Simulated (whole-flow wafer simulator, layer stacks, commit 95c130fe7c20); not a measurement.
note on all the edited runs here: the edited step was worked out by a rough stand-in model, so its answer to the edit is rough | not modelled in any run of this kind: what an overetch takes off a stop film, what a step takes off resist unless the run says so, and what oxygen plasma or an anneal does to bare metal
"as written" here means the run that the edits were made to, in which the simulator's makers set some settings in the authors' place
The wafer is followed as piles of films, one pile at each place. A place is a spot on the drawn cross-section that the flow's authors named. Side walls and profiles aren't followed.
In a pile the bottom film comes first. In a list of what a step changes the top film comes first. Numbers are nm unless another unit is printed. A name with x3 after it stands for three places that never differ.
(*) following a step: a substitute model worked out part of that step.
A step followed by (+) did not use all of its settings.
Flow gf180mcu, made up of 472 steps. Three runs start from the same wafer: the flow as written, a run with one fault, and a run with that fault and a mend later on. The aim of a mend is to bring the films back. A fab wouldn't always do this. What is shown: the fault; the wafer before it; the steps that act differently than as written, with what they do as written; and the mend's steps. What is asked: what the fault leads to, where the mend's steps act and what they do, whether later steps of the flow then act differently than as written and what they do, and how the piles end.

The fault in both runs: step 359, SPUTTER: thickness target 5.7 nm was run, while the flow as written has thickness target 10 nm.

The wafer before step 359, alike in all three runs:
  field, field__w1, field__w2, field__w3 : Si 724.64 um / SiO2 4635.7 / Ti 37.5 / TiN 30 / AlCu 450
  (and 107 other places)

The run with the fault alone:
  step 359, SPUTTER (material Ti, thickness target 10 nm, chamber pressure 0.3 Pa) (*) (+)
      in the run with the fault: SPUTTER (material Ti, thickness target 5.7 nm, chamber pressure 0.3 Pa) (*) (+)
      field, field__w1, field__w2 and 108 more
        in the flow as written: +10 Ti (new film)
        in the run with the fault: +5.7 Ti (new film)
  Steps further on in the flow that do not act as written (5 more steps, not shown, differ only slightly: by at most 2% or 0.5 nm, whichever is larger):
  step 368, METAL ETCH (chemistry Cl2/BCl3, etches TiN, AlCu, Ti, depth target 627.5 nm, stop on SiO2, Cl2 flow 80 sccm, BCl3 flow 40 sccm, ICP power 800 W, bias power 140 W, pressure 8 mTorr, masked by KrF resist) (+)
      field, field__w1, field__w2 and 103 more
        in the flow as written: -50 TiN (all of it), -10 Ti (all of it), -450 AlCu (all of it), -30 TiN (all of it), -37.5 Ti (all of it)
        in the run with the fault: -50 TiN (all of it), -5.7 Ti (all of it), -450 AlCu (all of it), -30 TiN (all of it), -37.5 Ti (all of it)
  At field__w8, contact, m1, m1__w1, m1_nw, the piles at the end differ from the flow's by more than 2% or 0.5 nm, whichever is larger.
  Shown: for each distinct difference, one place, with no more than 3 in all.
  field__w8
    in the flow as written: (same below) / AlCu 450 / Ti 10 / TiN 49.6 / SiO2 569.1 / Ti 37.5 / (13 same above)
    in the run with the fault: (same below) / AlCu 450 / Ti 5.7 / TiN 49.6 / SiO2 573.4 / Ti 37.5 / (13 same above)
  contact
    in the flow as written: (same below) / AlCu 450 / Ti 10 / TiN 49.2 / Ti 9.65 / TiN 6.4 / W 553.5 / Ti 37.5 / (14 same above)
    in the run with the fault: (same below) / AlCu 450 / Ti 5.7 / TiN 49.2 / Ti 9.63 / TiN 6.39 / W 557.8 / Ti 37.5 / (14 same above)

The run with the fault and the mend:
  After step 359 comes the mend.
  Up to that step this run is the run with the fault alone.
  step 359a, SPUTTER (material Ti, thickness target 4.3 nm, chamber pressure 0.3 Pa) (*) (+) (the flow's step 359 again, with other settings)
      field, field__w1, field__w2 and 108 more
        +4.3 Ti
  Every later step of the flow that is run acts as written at every place that is followed.
  The piles end the same as the flow's at every place that both follow.
